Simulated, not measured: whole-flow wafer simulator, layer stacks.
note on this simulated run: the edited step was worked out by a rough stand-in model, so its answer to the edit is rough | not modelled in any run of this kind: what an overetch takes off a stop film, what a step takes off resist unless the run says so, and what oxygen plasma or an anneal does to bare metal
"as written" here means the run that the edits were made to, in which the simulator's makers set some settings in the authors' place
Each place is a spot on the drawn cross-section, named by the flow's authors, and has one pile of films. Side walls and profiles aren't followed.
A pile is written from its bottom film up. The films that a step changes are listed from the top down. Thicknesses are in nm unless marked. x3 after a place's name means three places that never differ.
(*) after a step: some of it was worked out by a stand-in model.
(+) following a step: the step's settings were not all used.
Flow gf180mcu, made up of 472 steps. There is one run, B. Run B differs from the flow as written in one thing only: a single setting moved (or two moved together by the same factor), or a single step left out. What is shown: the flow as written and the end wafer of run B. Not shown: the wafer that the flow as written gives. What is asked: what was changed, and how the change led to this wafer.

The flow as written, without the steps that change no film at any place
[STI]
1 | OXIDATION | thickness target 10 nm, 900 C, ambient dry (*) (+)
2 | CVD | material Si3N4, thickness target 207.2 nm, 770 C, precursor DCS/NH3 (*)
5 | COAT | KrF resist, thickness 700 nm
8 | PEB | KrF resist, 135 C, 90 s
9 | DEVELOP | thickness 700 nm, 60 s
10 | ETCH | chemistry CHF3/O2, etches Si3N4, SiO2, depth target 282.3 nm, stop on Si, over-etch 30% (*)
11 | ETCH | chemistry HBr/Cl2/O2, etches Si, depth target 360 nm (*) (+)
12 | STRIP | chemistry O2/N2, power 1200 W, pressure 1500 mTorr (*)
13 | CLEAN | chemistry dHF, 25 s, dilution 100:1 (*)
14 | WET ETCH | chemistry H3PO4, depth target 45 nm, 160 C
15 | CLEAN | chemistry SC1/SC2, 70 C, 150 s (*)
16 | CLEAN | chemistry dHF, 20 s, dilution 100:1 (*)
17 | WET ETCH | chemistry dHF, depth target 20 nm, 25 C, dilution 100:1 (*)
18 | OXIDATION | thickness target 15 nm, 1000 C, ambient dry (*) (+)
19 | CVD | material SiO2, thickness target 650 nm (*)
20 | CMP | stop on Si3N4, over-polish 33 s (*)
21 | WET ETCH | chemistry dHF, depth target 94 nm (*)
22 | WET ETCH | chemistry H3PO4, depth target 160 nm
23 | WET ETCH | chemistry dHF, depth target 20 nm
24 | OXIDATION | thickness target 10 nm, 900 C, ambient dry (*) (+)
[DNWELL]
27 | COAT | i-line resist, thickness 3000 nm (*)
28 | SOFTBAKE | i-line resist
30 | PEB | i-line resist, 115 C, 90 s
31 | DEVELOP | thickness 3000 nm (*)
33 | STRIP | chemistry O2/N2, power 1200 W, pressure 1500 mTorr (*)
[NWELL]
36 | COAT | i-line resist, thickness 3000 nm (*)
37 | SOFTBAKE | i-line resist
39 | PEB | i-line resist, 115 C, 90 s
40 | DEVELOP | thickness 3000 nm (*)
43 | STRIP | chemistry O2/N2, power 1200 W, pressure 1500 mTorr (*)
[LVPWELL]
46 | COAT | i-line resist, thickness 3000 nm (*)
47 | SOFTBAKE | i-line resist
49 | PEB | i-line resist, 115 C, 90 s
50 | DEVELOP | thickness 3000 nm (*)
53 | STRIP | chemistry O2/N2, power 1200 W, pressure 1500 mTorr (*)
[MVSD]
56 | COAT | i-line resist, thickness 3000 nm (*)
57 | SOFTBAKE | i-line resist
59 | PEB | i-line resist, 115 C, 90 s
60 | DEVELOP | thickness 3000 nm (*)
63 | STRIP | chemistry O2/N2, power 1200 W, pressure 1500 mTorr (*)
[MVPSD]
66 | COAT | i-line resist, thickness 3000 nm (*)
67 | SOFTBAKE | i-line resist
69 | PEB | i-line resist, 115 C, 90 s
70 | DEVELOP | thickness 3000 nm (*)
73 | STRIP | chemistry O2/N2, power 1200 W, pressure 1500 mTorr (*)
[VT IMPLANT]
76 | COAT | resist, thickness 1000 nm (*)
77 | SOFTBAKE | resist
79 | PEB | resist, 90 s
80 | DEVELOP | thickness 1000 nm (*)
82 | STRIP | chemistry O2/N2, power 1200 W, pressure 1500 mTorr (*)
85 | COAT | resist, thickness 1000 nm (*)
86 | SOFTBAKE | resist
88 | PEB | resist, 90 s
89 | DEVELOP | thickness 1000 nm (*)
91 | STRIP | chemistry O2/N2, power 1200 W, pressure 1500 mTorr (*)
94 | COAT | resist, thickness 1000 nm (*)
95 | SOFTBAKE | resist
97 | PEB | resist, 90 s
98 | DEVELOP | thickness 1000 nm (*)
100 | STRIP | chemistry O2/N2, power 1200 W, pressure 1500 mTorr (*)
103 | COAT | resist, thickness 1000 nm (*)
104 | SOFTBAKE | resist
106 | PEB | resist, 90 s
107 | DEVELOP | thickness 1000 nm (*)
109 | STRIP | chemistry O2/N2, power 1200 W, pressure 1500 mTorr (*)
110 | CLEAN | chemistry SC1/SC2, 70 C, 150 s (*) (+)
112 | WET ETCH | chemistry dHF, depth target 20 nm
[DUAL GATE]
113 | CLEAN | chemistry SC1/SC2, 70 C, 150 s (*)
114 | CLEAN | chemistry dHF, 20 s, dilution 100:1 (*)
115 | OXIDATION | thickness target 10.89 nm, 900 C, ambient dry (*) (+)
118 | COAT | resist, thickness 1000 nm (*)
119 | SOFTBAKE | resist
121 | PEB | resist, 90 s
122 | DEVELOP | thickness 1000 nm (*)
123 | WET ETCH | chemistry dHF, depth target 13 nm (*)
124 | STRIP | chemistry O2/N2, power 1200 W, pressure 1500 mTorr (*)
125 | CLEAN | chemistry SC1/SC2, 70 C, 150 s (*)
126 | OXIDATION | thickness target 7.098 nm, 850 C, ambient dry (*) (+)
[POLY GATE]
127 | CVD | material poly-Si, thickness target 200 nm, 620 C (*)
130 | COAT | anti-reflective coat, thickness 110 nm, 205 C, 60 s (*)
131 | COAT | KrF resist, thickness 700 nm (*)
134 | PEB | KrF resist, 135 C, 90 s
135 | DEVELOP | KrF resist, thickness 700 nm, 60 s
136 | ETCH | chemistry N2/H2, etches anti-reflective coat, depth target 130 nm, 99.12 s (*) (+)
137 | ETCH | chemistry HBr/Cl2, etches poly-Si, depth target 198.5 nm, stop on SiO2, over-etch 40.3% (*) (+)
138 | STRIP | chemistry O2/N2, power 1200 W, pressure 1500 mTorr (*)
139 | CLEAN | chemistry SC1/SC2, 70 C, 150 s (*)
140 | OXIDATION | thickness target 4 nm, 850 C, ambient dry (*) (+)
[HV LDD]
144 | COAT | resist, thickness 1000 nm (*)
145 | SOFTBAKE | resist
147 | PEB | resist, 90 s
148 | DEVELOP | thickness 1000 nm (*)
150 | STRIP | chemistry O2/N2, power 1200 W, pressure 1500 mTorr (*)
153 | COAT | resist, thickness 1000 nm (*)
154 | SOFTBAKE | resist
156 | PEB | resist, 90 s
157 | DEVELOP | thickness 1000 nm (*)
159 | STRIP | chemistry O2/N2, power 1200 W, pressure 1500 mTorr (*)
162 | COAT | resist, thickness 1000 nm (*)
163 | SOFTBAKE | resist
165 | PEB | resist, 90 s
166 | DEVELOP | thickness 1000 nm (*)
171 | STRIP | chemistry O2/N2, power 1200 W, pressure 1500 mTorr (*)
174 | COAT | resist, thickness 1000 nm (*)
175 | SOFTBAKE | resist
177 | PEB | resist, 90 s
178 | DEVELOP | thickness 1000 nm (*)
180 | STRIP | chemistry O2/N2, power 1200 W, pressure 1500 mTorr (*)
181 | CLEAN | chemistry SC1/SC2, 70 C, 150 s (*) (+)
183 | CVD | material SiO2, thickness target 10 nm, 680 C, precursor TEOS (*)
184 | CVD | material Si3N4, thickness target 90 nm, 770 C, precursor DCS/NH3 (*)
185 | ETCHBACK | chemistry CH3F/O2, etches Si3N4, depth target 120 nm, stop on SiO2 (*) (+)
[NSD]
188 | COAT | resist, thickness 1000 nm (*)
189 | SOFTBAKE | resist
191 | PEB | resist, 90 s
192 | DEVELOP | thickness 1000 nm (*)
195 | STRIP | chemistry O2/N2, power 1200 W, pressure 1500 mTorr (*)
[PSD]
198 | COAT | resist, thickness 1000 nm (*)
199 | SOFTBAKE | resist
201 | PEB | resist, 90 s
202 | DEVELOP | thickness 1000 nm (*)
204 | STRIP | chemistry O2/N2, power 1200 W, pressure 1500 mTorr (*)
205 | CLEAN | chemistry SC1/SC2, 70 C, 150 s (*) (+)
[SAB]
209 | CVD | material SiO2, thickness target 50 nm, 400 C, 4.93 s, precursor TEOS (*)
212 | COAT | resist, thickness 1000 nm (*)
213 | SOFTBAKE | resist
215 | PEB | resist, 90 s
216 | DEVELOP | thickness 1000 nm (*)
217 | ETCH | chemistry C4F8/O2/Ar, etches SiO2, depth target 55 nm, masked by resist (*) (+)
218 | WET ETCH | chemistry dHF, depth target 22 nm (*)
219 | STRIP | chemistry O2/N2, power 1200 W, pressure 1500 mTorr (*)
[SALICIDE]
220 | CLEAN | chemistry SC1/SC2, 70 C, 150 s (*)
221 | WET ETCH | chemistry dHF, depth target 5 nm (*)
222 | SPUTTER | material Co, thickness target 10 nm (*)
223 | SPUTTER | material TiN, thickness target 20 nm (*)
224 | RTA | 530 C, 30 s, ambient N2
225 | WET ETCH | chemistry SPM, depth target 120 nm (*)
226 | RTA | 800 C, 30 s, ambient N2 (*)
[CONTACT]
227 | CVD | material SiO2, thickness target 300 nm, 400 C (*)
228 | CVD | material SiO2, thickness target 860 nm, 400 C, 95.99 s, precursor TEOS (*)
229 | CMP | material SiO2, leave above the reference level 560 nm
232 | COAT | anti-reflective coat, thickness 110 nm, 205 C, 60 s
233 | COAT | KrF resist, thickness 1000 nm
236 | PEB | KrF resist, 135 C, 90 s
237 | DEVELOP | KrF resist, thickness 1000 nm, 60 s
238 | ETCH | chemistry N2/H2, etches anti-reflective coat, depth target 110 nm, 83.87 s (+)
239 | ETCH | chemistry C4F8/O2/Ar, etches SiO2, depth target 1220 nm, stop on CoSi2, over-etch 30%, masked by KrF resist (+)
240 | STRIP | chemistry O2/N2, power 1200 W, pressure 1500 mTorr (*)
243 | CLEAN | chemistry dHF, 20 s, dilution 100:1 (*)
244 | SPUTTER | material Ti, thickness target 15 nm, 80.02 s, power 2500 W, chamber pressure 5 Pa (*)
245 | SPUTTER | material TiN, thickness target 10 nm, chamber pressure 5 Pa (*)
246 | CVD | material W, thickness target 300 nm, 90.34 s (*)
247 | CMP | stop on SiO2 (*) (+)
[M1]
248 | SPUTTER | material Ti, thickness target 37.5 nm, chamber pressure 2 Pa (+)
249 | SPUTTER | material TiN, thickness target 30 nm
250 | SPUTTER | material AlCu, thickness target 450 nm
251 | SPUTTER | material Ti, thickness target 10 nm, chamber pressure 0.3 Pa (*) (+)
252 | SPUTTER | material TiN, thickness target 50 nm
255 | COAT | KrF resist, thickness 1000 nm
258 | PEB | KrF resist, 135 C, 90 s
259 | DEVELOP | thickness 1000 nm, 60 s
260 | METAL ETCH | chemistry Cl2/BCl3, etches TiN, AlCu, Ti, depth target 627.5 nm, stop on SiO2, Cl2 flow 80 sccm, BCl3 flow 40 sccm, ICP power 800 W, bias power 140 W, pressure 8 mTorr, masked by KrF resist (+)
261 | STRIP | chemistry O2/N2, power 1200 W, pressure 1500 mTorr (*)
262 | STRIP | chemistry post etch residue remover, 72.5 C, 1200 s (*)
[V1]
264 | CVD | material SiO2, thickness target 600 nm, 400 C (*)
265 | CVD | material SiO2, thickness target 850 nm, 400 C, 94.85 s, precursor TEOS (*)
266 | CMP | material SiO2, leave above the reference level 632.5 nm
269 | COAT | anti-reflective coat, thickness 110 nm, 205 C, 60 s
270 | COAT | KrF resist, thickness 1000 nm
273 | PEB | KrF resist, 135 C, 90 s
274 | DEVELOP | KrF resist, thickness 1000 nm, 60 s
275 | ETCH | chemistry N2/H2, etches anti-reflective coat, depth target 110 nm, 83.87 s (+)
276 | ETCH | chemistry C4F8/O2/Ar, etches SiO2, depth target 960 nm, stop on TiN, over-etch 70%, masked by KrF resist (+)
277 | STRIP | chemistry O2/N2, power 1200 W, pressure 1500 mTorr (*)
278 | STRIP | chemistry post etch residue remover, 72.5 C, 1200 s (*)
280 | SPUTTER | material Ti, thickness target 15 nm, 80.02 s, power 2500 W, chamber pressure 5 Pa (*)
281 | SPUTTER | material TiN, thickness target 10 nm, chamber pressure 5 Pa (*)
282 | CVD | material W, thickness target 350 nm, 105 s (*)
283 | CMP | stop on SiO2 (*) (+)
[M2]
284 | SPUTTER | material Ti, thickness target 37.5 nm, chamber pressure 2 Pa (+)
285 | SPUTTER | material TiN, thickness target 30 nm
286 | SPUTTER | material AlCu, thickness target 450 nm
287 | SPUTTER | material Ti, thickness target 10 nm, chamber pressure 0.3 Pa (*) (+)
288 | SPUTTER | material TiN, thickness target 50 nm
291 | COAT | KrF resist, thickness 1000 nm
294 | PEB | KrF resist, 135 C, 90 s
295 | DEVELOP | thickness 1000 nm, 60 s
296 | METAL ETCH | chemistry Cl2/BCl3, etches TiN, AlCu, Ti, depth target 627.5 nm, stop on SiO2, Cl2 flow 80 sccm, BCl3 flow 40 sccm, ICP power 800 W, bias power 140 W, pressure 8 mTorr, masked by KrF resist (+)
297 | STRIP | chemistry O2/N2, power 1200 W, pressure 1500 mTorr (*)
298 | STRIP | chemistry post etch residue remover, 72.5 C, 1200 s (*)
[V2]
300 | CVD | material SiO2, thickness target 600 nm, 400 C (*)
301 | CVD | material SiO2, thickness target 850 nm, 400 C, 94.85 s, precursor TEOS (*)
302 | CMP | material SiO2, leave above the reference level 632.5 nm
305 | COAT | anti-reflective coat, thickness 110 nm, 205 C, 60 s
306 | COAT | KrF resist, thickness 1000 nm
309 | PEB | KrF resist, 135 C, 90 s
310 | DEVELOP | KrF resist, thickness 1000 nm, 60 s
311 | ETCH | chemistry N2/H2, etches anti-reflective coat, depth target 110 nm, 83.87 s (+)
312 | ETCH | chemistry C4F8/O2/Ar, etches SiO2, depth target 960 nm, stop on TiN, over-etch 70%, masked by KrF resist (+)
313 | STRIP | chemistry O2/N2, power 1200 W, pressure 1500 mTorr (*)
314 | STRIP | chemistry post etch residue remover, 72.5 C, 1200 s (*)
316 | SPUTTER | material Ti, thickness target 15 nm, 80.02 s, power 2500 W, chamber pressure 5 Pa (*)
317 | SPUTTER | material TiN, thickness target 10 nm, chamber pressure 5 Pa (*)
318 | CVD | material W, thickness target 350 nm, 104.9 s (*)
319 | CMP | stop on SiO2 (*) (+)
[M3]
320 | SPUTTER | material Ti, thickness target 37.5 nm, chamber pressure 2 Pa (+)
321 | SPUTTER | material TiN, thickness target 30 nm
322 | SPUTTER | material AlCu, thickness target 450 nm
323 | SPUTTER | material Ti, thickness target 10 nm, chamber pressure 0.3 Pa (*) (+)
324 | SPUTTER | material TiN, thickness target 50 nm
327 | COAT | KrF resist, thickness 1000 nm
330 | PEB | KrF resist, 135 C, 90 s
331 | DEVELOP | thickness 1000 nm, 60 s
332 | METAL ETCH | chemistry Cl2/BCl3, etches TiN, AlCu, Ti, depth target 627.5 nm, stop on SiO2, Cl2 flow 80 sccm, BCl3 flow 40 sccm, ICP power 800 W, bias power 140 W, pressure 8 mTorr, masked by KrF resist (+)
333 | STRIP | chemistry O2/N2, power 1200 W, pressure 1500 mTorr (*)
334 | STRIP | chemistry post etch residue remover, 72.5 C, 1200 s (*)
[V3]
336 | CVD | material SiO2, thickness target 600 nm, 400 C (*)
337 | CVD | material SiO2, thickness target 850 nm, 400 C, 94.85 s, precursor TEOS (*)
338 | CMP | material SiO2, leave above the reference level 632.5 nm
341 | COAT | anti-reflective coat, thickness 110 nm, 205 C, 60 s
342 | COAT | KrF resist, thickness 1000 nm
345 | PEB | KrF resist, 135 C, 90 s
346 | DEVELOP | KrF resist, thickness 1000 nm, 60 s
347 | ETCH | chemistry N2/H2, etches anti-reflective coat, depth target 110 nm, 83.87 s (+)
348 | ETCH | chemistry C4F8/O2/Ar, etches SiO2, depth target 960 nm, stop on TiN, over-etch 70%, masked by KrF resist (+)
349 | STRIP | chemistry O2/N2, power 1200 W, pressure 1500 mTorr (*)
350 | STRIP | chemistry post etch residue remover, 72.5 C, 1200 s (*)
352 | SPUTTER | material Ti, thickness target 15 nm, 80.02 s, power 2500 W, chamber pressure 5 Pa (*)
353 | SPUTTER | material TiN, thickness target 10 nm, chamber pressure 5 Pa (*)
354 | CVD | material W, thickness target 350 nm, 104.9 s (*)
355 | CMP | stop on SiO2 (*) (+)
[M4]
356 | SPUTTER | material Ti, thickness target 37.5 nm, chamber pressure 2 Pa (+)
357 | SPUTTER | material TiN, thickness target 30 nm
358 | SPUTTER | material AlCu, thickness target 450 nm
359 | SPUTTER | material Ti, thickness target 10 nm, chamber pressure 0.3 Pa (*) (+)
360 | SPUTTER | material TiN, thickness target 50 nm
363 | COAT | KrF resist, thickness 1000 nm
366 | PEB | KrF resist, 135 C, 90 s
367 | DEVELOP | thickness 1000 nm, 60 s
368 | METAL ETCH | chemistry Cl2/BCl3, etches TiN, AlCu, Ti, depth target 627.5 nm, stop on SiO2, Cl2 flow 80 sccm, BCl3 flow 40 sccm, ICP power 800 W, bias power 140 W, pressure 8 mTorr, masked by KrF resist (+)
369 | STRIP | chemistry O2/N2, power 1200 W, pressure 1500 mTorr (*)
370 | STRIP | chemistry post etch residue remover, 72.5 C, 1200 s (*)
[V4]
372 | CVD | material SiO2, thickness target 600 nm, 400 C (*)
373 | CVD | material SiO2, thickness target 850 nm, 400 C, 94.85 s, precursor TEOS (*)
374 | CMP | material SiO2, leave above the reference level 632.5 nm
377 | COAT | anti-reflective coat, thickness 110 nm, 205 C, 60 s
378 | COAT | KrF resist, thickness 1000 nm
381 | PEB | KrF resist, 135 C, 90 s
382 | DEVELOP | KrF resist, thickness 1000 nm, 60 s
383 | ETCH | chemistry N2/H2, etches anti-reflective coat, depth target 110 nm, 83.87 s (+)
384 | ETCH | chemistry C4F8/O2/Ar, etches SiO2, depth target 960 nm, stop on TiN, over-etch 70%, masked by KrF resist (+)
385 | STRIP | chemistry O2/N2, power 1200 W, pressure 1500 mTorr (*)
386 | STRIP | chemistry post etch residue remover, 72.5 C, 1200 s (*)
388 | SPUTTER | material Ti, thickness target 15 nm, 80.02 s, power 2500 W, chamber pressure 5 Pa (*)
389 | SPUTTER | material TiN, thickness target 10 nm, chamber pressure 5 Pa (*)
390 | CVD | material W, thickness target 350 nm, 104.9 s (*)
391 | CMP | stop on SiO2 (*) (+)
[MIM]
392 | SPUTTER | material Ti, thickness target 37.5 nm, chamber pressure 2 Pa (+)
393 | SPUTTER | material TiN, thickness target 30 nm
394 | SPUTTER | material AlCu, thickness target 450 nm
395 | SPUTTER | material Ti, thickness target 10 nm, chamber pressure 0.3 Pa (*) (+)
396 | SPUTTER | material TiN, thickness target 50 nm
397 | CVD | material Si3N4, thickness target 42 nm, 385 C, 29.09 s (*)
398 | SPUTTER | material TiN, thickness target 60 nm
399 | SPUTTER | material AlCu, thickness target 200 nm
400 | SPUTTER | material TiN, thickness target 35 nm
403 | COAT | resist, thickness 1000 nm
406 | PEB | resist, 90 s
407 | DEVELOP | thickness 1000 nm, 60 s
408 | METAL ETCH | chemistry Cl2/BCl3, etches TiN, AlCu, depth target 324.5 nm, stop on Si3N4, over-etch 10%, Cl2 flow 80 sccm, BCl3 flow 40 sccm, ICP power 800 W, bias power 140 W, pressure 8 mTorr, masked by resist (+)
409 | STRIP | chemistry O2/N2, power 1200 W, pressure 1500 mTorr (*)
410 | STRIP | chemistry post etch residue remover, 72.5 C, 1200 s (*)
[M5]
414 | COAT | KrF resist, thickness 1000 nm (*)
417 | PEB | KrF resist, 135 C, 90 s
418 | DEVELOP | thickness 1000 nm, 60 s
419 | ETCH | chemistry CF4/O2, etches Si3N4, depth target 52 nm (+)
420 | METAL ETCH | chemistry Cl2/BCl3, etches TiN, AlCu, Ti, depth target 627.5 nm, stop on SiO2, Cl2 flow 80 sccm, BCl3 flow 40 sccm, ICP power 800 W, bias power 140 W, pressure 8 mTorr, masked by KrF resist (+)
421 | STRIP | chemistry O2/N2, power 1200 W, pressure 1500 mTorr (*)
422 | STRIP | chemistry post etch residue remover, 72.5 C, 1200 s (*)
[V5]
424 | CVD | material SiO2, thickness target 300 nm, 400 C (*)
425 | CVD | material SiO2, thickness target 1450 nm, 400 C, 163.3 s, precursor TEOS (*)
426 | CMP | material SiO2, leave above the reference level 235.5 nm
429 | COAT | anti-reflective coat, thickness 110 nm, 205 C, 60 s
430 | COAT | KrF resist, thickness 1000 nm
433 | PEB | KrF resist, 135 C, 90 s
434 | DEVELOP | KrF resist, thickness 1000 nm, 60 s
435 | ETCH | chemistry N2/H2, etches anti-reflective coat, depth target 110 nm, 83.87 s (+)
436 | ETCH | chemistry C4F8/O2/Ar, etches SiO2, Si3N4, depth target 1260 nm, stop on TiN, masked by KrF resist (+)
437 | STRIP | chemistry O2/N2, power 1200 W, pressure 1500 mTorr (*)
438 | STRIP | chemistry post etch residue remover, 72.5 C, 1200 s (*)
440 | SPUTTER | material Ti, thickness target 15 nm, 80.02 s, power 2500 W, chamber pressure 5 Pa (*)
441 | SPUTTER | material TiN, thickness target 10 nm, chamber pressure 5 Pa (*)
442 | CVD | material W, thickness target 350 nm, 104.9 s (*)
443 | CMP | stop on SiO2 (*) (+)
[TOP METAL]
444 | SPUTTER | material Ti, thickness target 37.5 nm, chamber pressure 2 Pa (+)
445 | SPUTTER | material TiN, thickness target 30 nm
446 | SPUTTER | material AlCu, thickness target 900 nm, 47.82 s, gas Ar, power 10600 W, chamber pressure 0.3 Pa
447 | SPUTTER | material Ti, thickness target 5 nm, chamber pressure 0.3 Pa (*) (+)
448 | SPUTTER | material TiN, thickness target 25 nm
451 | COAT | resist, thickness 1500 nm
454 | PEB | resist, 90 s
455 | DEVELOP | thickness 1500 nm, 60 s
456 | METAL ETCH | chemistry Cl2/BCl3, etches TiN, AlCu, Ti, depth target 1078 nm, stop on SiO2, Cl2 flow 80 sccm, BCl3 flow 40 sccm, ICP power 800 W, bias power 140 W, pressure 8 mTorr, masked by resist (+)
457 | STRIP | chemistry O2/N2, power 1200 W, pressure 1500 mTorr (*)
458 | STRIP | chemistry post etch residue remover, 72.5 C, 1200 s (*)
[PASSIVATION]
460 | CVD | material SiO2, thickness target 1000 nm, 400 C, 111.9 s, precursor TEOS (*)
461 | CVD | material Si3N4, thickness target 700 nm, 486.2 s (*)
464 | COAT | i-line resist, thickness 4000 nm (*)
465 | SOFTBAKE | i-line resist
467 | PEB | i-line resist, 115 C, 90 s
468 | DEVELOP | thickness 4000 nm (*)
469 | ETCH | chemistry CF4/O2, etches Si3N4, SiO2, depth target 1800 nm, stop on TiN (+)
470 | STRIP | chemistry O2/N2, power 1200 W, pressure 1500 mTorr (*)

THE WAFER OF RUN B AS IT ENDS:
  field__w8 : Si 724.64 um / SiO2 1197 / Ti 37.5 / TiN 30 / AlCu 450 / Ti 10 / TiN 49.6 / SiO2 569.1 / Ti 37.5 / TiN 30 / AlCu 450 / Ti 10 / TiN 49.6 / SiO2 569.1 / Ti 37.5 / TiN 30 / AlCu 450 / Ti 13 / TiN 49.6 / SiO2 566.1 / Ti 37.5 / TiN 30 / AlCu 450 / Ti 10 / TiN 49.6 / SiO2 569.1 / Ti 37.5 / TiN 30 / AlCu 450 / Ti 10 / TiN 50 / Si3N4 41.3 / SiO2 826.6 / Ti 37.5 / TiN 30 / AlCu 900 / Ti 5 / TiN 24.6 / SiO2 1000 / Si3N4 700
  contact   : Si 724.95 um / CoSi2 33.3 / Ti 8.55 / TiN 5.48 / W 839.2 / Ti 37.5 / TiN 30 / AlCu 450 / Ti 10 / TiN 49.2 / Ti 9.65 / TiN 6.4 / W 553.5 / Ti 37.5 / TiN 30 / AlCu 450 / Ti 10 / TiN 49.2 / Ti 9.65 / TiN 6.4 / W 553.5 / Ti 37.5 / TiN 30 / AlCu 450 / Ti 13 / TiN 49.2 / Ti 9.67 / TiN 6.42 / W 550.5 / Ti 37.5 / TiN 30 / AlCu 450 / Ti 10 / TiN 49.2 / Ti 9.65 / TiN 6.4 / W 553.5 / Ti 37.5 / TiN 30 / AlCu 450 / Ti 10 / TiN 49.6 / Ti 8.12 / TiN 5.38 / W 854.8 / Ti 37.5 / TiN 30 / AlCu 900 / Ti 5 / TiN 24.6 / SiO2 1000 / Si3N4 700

The reason: step 323, SPUTTER: thickness target 13 nm was run, though the flow has thickness target 10 nm.
One can read it off the wafer: field__w8 has Ti 13, and step 323 as written asks for 10 nm.

Step by step, how the change led to this:
  323 | SPUTTER | material Ti, thickness target 10 nm, chamber pressure 0.3 Pa (*) (+)
      field, field__w1, field__w2 and 108 more: Ti gains 13 (new film) (it would be, as written: Ti gains 10 (new film))
  332 | METAL ETCH | chemistry Cl2/BCl3, etches TiN, AlCu, Ti, depth target 627.5 nm, stop on SiO2, Cl2 flow 80 sccm, BCl3 flow 40 sccm, ICP power 800 W, bias power 140 W, pressure 8 mTorr, masked by KrF resist (+)
      field, field__w1, field__w2 and 103 more: TiN loses 50 (all of it), Ti loses 13 (all of it), AlCu loses 450 (all of it), TiN loses 30 (all of it), Ti loses 37.5 (all of it) (it would be, as written: TiN loses 50 (all of it), Ti loses 10 (all of it), AlCu loses 450 (all of it), TiN loses 30 (all of it), Ti loses 37.5 (all of it))
